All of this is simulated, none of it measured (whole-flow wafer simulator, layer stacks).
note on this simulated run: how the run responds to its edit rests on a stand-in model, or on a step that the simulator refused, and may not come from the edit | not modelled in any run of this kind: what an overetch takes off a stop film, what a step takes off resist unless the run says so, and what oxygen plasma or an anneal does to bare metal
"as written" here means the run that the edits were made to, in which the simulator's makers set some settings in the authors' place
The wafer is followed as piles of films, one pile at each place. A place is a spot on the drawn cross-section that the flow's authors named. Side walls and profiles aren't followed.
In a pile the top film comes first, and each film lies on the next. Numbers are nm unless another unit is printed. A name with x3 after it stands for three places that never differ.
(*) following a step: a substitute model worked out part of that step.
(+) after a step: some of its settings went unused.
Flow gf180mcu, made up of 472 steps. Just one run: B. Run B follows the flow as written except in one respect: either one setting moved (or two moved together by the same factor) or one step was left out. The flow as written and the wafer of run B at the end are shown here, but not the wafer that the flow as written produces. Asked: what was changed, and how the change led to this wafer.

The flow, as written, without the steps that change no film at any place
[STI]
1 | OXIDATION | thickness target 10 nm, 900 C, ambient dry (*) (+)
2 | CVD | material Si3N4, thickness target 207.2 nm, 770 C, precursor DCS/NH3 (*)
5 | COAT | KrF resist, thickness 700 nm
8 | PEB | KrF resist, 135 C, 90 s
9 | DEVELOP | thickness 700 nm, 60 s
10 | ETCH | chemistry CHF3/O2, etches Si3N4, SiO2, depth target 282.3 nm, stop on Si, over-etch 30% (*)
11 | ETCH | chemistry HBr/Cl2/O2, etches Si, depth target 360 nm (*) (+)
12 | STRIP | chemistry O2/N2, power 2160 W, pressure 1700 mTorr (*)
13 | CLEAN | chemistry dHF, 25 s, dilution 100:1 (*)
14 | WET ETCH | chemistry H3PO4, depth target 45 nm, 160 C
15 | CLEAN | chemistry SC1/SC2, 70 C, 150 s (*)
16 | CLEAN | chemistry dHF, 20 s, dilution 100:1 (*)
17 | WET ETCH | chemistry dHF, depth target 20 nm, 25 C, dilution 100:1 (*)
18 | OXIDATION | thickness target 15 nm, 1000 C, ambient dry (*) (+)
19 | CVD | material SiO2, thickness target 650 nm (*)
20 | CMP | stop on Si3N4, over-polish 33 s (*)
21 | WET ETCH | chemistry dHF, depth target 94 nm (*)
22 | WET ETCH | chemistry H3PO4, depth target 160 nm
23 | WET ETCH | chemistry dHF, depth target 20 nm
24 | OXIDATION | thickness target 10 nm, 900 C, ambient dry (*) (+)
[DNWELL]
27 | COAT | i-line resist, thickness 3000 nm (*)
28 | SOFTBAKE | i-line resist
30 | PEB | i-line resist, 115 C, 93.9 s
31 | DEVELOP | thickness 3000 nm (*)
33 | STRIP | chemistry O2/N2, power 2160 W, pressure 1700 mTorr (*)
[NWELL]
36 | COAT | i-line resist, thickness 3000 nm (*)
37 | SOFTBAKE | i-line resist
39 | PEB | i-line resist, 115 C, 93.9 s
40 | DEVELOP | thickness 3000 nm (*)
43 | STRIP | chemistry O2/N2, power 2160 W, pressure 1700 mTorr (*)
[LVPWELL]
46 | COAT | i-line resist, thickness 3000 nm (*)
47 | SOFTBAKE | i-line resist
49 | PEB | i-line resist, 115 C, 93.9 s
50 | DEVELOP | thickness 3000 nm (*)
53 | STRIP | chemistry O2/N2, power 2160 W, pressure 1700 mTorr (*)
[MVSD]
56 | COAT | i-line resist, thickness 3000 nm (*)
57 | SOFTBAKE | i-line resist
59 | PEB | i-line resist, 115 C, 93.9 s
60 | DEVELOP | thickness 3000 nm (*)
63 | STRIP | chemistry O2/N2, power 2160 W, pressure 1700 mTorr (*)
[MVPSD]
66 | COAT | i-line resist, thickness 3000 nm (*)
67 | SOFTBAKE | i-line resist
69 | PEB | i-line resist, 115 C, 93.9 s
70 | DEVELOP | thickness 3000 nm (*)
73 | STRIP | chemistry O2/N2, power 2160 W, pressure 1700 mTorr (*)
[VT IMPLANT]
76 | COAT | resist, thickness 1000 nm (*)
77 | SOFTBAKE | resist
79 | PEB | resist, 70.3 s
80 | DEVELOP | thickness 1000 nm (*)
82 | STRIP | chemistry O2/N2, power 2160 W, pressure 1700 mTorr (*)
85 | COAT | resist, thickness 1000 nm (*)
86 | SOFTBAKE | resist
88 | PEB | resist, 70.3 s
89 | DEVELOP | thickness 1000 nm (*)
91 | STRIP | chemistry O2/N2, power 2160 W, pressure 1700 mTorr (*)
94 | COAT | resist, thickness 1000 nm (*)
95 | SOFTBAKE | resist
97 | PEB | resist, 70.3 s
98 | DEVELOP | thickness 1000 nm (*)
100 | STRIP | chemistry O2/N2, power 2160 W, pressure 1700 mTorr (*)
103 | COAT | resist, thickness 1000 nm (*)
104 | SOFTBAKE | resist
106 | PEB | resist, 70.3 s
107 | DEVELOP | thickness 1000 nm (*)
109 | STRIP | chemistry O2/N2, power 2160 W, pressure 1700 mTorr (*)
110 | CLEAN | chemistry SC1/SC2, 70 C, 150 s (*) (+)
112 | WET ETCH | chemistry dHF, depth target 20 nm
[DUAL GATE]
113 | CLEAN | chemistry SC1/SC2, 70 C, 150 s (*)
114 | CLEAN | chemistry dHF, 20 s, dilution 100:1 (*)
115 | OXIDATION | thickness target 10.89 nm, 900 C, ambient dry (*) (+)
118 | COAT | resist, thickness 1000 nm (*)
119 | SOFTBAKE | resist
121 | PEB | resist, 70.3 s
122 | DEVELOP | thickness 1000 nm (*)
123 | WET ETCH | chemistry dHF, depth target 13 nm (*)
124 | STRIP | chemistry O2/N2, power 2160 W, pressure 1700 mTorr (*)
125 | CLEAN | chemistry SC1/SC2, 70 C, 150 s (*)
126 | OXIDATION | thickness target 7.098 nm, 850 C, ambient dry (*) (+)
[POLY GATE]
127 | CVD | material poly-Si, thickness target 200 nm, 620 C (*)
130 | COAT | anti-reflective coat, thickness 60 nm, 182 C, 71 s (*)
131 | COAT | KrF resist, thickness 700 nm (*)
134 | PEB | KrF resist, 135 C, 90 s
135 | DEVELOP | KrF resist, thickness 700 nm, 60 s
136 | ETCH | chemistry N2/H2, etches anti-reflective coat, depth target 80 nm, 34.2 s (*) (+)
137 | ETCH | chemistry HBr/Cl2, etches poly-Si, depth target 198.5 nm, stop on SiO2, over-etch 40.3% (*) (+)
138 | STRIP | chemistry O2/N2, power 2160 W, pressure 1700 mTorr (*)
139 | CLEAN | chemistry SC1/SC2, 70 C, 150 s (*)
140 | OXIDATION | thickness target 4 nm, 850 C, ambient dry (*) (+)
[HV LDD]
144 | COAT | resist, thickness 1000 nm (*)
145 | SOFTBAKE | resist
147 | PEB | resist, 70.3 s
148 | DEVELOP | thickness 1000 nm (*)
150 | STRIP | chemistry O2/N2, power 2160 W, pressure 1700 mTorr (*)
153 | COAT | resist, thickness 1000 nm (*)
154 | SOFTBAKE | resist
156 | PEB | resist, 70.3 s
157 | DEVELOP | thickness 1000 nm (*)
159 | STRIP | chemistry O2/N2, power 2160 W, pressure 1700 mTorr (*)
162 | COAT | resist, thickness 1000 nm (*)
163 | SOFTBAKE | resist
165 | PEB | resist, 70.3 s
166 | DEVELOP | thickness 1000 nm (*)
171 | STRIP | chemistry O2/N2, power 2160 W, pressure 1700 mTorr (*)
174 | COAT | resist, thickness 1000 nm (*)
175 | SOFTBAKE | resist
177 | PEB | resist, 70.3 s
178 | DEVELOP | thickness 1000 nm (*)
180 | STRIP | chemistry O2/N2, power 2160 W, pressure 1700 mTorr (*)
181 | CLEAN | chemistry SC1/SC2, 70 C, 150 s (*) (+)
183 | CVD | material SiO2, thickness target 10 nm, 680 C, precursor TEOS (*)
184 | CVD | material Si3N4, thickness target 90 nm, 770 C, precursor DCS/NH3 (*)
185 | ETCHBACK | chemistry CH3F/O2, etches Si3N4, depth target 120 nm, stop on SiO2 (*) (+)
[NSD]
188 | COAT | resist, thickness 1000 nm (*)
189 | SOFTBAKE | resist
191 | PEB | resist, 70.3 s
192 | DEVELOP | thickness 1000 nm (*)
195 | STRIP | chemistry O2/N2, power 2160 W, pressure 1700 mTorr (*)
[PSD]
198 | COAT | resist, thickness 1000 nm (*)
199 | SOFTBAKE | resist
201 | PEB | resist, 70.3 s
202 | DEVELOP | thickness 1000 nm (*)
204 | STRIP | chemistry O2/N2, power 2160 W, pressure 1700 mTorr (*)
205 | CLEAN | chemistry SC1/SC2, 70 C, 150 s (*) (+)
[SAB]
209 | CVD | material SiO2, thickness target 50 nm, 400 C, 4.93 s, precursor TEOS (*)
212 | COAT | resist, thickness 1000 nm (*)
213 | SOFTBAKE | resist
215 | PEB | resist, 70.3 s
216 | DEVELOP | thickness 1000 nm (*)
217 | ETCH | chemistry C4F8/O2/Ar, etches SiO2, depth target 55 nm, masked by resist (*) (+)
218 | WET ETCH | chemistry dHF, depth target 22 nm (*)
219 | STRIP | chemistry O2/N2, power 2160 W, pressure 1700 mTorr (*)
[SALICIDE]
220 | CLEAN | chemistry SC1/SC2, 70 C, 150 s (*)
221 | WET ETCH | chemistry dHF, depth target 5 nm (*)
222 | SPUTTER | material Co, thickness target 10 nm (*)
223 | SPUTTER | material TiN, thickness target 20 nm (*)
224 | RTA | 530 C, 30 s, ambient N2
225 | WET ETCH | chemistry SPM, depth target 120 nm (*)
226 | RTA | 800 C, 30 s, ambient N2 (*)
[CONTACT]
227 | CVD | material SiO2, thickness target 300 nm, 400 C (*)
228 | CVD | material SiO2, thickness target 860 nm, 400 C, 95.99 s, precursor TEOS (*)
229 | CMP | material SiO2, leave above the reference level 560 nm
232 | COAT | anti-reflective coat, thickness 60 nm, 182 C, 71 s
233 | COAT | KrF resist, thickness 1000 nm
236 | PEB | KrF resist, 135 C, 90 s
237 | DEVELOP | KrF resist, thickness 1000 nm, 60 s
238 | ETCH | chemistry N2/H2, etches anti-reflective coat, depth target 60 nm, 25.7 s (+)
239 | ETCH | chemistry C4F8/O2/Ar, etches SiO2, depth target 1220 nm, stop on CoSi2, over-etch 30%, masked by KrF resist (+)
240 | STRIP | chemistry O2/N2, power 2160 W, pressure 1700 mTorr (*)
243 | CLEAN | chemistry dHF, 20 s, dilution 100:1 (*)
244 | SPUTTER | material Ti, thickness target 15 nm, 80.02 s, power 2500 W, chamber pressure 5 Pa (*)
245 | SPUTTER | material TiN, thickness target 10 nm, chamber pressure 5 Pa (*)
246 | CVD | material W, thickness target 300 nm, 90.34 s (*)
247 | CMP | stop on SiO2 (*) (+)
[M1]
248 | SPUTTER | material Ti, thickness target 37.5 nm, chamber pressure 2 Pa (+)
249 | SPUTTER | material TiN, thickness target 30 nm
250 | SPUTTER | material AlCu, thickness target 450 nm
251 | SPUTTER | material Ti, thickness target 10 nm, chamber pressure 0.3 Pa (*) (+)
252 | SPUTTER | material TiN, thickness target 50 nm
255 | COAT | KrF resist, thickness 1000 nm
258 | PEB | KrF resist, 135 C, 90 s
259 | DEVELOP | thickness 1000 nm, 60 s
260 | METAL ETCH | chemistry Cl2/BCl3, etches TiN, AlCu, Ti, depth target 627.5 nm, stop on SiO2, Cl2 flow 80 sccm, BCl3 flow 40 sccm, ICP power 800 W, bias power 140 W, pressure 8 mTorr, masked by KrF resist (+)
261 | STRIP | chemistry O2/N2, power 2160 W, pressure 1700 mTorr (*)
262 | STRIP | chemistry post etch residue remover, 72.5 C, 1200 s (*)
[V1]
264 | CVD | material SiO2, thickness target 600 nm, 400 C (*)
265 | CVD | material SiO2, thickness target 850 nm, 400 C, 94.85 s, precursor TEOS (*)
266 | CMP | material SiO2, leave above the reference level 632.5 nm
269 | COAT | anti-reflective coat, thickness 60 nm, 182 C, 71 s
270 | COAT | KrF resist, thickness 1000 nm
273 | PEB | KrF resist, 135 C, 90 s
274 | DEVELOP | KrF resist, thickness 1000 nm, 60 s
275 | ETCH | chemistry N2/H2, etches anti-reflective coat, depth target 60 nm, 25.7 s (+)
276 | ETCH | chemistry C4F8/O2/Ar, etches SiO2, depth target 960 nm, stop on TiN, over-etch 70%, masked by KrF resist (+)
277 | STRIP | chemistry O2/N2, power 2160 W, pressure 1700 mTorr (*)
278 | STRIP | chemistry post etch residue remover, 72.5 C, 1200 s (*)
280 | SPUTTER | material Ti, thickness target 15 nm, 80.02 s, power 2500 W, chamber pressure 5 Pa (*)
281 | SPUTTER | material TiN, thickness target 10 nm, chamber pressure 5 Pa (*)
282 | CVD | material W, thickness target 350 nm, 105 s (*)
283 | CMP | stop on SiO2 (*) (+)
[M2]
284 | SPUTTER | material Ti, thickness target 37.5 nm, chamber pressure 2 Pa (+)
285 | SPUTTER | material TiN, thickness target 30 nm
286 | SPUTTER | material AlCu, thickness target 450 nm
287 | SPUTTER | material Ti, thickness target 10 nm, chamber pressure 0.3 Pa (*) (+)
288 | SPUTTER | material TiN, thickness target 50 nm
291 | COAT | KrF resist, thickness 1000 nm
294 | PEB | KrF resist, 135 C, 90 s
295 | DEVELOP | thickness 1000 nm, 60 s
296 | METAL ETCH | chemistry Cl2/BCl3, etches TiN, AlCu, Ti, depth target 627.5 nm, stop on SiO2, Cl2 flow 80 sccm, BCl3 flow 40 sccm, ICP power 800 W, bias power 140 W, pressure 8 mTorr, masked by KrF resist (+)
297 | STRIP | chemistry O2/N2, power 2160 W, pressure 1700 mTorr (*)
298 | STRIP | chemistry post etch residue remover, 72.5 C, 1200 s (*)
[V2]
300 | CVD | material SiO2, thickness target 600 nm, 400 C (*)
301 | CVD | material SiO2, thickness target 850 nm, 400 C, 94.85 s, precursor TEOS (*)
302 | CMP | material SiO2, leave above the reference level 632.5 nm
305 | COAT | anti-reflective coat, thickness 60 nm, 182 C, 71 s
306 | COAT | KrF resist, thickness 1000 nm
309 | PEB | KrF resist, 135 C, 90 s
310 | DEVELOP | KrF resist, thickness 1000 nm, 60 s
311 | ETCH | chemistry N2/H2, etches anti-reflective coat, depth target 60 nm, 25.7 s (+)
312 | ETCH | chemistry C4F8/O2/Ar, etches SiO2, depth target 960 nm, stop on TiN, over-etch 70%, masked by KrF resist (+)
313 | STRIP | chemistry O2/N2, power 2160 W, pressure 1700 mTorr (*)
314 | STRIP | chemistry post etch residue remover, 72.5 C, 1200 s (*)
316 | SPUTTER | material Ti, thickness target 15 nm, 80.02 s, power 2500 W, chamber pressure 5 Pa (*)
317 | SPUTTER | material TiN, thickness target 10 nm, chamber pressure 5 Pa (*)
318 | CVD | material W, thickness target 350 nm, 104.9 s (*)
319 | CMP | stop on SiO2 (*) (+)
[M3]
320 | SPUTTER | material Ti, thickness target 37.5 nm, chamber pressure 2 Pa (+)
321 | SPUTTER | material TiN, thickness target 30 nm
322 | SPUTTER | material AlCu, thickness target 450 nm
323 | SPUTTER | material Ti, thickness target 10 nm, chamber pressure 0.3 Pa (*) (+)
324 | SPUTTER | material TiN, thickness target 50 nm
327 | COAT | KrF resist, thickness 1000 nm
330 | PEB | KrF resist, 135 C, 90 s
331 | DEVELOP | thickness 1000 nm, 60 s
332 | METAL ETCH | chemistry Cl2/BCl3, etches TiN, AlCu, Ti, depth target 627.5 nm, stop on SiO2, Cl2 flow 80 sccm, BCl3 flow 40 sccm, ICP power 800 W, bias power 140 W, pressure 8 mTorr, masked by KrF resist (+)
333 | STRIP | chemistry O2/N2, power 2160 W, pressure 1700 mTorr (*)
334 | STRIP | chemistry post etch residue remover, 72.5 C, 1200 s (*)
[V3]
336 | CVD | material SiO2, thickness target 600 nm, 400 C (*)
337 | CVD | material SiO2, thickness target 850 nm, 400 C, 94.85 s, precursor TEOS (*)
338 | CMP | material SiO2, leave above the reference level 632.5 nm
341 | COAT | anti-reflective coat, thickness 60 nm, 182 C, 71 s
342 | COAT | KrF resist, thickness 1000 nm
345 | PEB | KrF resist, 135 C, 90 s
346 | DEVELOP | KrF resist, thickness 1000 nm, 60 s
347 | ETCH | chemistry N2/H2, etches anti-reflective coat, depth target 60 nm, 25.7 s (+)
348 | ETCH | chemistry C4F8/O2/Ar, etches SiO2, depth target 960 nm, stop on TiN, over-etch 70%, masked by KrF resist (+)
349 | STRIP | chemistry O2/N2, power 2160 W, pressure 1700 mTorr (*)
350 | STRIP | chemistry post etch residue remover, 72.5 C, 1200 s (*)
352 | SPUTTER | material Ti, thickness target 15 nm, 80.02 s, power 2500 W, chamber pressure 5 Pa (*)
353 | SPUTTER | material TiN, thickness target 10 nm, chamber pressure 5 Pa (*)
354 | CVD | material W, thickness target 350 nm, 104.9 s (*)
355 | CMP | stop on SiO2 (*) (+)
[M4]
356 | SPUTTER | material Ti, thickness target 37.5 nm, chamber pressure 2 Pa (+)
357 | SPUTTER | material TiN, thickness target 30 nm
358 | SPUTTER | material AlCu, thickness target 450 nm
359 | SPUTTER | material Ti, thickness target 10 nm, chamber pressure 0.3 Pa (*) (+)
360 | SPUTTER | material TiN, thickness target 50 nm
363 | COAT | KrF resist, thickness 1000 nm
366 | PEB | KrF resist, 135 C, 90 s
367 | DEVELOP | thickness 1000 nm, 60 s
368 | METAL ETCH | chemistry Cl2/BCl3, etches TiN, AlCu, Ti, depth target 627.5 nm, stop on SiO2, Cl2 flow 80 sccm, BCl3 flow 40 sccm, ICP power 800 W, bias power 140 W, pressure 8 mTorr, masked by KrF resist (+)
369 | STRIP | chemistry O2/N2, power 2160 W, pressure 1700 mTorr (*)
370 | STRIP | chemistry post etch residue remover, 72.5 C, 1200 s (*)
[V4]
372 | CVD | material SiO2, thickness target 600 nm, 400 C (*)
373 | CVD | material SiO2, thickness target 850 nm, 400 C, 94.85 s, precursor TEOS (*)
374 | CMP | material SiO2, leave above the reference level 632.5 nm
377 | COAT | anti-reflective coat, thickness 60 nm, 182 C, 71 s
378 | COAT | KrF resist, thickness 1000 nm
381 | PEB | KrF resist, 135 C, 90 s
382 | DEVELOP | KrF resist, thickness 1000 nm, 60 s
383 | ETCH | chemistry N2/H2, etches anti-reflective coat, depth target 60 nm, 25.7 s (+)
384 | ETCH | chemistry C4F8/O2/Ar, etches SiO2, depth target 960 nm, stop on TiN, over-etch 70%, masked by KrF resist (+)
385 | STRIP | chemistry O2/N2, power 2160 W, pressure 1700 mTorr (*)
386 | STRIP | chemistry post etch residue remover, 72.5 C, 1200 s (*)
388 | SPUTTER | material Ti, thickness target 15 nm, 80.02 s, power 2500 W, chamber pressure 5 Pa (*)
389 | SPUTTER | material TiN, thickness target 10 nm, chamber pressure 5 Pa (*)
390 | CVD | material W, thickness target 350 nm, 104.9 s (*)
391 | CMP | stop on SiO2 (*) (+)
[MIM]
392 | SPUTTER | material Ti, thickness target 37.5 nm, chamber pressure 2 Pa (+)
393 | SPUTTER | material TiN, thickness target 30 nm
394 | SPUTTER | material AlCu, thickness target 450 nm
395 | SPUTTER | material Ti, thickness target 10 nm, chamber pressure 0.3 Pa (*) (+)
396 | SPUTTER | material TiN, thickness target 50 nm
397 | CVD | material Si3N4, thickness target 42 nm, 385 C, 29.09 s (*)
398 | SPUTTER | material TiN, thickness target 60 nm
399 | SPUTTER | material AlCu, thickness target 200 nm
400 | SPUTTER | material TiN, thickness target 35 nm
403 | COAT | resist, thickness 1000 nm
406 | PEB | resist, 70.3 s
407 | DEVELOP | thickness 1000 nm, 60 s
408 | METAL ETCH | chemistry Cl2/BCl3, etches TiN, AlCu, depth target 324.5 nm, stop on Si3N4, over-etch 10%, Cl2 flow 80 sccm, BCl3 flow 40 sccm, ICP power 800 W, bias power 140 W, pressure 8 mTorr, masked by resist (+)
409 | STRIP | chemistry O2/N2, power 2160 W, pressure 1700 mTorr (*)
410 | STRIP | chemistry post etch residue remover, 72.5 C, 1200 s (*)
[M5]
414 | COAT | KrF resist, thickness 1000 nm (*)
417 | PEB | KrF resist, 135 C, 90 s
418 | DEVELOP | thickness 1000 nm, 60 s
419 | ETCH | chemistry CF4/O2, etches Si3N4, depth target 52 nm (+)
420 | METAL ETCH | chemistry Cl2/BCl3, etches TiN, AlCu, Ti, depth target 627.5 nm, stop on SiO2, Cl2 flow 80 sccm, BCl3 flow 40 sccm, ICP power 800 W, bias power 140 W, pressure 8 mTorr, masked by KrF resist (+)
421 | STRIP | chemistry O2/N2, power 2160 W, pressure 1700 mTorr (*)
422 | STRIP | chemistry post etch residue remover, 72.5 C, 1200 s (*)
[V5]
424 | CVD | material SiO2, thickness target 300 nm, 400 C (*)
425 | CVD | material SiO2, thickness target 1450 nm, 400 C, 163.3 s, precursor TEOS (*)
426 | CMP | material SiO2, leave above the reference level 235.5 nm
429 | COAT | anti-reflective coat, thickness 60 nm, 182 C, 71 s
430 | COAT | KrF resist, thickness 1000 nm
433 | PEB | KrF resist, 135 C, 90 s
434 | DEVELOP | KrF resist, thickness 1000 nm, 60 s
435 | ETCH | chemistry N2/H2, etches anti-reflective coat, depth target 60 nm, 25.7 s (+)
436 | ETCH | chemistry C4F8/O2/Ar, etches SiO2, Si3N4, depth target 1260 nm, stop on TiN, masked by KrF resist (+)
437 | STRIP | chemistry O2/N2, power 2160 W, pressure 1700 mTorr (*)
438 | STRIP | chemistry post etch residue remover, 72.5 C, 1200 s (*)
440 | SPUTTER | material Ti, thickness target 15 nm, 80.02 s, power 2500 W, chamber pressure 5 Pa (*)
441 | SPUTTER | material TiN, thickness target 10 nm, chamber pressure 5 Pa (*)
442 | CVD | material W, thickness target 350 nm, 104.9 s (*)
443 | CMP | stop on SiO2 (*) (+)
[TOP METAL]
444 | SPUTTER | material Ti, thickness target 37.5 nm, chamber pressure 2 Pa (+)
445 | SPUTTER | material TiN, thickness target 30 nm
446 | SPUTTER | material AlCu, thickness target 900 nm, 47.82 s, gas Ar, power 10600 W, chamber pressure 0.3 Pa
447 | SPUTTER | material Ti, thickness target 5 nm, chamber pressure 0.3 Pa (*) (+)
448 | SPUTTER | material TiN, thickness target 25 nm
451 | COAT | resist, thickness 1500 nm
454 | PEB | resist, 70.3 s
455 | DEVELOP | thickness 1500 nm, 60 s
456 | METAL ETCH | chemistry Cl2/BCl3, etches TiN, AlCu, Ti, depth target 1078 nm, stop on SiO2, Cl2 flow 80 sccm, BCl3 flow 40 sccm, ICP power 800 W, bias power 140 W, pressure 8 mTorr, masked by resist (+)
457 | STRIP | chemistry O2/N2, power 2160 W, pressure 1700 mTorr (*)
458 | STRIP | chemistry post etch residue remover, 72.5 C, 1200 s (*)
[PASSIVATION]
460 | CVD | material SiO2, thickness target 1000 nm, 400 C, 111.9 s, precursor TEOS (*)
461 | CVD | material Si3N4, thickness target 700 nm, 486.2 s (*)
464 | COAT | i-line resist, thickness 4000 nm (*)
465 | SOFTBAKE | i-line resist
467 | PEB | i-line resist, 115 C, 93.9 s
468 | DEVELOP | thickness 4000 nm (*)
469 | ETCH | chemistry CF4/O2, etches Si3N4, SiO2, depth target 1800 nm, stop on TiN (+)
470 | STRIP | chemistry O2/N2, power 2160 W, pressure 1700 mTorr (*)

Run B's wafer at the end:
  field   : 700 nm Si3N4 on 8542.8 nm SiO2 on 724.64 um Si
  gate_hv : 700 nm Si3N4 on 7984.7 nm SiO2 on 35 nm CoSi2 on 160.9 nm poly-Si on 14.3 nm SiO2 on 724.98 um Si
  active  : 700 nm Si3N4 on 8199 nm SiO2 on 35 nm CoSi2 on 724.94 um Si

Cause: step 266, CMP: leave above the reference level 948.8 nm was run, though the flow has leave above the reference level 632.5 nm.

Step by step, how the change led to this:
  266 | CMP | material SiO2, leave above the reference level 632.5 nm
      field, field__w1, field__w2 and 99 more: nothing (in the flow as written it would be: SiO2 loses 300)
      field__w8, contact, m1 and 6 more: SiO2 loses 560.8 (in the flow as written it would be: SiO2 loses 877.1)
  269 | COAT | anti-reflective coat, thickness 60 nm, 182 C, 71 s
      polyc_p, polyc_p_rim: anti-reflective coat gains 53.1 (new film) (in the flow as written it would be: anti-reflective coat gains 60 (new film))
      field: anti-reflective coat gains 66.4 (new film) (in the flow as written it would be: anti-reflective coat gains 60 (new film))
      (and at 12 other places as well)
  275 | ETCH | chemistry N2/H2, etches anti-reflective coat, depth target 60 nm, 25.7 s (+)
      contact: anti-reflective coat loses 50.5 (all of it), SiO2 loses 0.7 (in the flow as written it would be: anti-reflective coat loses 60 (all of it), SiO2 loses 0.46)
  276 | ETCH | chemistry C4F8/O2/Ar, etches SiO2, depth target 960 nm, stop on TiN, over-etch 70%, masked by KrF resist (+)
      contact: SiO2 loses 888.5 (all of it) (in the flow as written it would be: SiO2 loses 572.5 (all of it))
  277 | STRIP | chemistry O2/N2, power 2160 W, pressure 1700 mTorr (*)
      field: KrF resist loses 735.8 (all of it), anti-reflective coat loses 66.4 (all of it) (in the flow as written it would be: KrF resist loses 739.2 (all of it), anti-reflective coat loses 60 (all of it))
      field__w8: KrF resist loses 737.7 (all of it), anti-reflective coat loses 50.6 (all of it) (in the flow as written it would be: KrF resist loses 739.2 (all of it), anti-reflective coat loses 60 (all of it))
      (and at 12 other places as well)
  280 | SPUTTER | material Ti, thickness target 15 nm, 80.02 s, power 2500 W, chamber pressure 5 Pa (*)
      contact: Ti gains 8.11 (new film) (in the flow as written it would be: Ti gains 9.65 (new film))
  281 | SPUTTER | material TiN, thickness target 10 nm, chamber pressure 5 Pa (*)
      contact: TiN gains 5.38 (new film) (in the flow as written it would be: TiN gains 6.4 (new film))
  282 | CVD | material W, thickness target 350 nm, 105 s (*)
      contact: W gains 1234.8 (new film) (in the flow as written it would be: W gains 932.3 (new film))
  283 | CMP | stop on SiO2 (*) (+)
      m1, m1__w1, polyc_n, polyc_n_rim, polyc_p, polyc_p_rim, m1_nw: W loses 350 (all of it), TiN loses 10 (all of it), Ti loses 15 (all of it), SiO2 loses 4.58 (in the flow as written it would be: W loses 350 (all of it), TiN loses 10 (all of it), Ti loses 15 (all of it), SiO2 loses 3.78)
      field__w8: W loses 350 (all of it), TiN loses 10 (all of it), Ti loses 15 (all of it), SiO2 loses 4.59 (in the flow as written it would be: W loses 350 (all of it), TiN loses 10 (all of it), Ti loses 15 (all of it), SiO2 loses 3.78)
  302 | CMP | material SiO2, leave above the reference level 632.5 nm
      field, field__w1, field__w2 and 99 more: SiO2 loses 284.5 (in the flow as written it would be: SiO2 loses 300)
  312 | ETCH | chemistry C4F8/O2/Ar, etches SiO2, depth target 960 nm, stop on TiN, over-etch 70%, masked by KrF resist (+)
      contact: SiO2 loses 588 (all of it) (in the flow as written it would be: SiO2 loses 572.5 (all of it))
